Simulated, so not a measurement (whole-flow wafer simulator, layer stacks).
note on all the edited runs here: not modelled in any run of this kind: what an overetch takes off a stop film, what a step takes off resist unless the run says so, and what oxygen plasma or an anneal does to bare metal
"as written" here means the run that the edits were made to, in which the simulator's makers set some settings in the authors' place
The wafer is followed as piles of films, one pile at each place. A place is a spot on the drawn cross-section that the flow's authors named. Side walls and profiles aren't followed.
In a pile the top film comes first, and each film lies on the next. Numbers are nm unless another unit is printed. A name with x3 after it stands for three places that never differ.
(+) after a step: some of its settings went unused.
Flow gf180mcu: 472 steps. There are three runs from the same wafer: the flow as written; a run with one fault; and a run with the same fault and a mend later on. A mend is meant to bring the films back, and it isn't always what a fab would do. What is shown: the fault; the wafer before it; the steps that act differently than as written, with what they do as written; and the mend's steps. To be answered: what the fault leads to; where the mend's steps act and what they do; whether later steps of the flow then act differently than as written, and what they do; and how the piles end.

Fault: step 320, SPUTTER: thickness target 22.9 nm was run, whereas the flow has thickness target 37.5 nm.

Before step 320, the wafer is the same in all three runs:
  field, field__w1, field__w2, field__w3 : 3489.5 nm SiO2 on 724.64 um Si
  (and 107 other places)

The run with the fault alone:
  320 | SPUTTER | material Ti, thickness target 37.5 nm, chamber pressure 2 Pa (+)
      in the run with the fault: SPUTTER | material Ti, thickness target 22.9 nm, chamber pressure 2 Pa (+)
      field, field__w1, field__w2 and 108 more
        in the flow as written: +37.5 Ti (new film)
        in the run with the fault: +22.9 Ti (new film)
  Steps later in the flow that act otherwise than as written:
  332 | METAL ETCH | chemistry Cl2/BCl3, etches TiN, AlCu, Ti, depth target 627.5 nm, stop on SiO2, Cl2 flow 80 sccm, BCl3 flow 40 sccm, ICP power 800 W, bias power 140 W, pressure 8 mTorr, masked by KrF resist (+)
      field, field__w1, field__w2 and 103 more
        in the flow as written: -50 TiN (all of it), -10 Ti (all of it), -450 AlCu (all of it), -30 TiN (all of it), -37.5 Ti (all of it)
        in the run with the fault: -50 TiN (all of it), -10 Ti (all of it), -450 AlCu (all of it), -30 TiN (all of it), -22.9 Ti (all of it)
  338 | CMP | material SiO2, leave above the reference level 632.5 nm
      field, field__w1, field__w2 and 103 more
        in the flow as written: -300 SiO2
        in the run with the fault: -314.6 SiO2
  The piles end different from the flow's at field__w8, contact, m1, m1__w1, m1_nw by more than 2% or 0.5 nm, whichever is larger.
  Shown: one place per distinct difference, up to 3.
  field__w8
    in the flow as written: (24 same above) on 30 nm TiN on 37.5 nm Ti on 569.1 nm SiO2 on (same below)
    in the run with the fault: (24 same above) on 30 nm TiN on 22.9 nm Ti on 569.1 nm SiO2 on (same below)
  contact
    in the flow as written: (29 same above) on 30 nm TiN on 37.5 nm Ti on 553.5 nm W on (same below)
    in the run with the fault: (29 same above) on 30 nm TiN on 22.9 nm Ti on 553.5 nm W on (same below)

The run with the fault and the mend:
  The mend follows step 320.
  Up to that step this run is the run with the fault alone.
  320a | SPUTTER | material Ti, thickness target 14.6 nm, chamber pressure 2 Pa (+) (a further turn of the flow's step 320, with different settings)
      field, field__w1, field__w2 and 108 more
        +14.6 Ti
  Later steps of the flow that are run all act as written at every place that is followed.
  The piles end the same as the flow's at every place that both follow.
